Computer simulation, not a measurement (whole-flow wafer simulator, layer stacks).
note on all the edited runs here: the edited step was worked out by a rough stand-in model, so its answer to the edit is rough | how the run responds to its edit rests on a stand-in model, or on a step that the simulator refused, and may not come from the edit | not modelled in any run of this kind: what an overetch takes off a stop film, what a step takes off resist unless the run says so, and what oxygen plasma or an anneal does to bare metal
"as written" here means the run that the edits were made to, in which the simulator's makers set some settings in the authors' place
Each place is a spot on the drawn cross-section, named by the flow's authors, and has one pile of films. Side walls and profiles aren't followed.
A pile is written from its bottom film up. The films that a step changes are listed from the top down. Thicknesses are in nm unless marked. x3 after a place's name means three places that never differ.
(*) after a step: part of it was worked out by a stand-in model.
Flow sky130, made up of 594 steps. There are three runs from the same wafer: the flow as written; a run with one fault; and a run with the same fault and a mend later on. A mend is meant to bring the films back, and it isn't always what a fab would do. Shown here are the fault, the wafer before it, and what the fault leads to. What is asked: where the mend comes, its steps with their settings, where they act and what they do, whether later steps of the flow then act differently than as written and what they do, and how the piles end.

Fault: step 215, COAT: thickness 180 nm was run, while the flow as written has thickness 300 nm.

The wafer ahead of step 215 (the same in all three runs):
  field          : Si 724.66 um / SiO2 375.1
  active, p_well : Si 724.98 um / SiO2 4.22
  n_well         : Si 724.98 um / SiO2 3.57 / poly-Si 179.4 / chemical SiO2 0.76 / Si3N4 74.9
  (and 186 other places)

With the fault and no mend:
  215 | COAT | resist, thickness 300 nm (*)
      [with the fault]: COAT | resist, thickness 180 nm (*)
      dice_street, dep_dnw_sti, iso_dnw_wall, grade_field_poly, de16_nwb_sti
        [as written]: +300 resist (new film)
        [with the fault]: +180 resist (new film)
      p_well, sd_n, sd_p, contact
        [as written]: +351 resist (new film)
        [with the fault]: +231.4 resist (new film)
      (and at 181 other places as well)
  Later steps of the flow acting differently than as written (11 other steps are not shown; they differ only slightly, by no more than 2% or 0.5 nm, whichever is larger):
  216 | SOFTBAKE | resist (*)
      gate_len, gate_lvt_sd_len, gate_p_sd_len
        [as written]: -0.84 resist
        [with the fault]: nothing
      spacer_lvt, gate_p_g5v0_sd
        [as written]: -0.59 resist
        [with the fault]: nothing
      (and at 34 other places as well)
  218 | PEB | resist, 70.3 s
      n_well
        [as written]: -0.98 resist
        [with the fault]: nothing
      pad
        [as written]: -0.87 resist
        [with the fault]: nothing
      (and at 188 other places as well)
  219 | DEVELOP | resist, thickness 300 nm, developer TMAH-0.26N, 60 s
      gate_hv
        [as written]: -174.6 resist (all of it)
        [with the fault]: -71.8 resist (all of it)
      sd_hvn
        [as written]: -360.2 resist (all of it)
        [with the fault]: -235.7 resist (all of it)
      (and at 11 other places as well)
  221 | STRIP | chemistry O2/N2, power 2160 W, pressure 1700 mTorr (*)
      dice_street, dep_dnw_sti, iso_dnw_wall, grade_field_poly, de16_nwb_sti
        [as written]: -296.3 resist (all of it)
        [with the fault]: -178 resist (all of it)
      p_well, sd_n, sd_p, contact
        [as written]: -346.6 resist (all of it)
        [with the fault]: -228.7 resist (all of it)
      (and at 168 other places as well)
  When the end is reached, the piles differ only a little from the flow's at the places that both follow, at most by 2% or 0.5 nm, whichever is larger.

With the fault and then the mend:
  After step 219 comes the mend.
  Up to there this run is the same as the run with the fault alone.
  219a | STRIP | chemistry O2/N2, power 2160 W, pressure 1700 mTorr (*)
      dice_street, dep_dnw_sti, iso_dnw_wall, grade_field_poly, de16_nwb_sti
        -178 resist (all of it)
      p_well, sd_n, sd_p, contact
        -228.7 resist (all of it)
      mim_edge_plate_strap, mim_edge_plate, mim_edge_gap, mim_edge_gap_sheet
        -180.5 resist (all of it)
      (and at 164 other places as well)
  219b | DEHYDRATE | 200 C, 60 s (the flow's step 213 again)
      alters no film at any place that is followed
  219c | HMDS | 120 C, 60 s (the flow's step 214 again)
      alters no film at any place that is followed
  219d | COAT | resist, thickness 300 nm (*) (the flow's step 215 again)
      p_well, sd_n, sd_p, contact, active_hv5
        +351 resist (new film)
      dice_street, dep_dnw_sti, iso_dnw_wall, grade_field_poly, de16_nwb_sti
        +300 resist (new film)
      mim_edge_plate_strap, mim_edge_plate, mim_edge_gap, mim_edge_gap_sheet
        +302.1 resist (new film)
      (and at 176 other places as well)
  219e | SOFTBAKE | resist (*) (the flow's step 216 again)
      npn_par_e, gate_pwde_dnw, ndiff_cd, pdiff_cd, pnp_par_e, de16_gate_nw
        +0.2 resist
      iso_guard, gate_hv_dnw, rpo_hd_licon, de16_pw_sti
        +0.15 resist
      sd_hvn, de16_ntap_nw, de16_gate_pw, de16_ptap_pw
        +0.26 resist
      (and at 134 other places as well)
  219f | EXPOSE | photomask HVNTM, dose 129.1 mJ/cm2, NA 0.6, wavelength 365 nm (*) (the flow's step 217 again)
      alters no film at any place that is followed
  219g | PEB | resist, 70.3 s (the flow's step 218 again)
      dice_street, vpp_iso1, vpp_iso2 and 8 more
        -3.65 resist
      p_well, sd_n, sd_p, contact, pplus_nw, active_hv5
        -4.41 resist
      vpp_sp, vpp_ln, m5_stack_ln, via4_hole
        -3.64 resist
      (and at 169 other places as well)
  219h | DEVELOP | resist, developer TMAH-0.26N, 60 s (the flow's step 219 again, with other settings)
      spacer, m1, mim and 33 more
        -0.02 resist
      gate_hv
        -174.6 resist (all of it)
      sd_hvn
        -360.2 resist (all of it)
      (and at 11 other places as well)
  Every later step of the flow that is run acts as written at every place that is followed.
  The piles end the same as the flow's at every place that both follow.
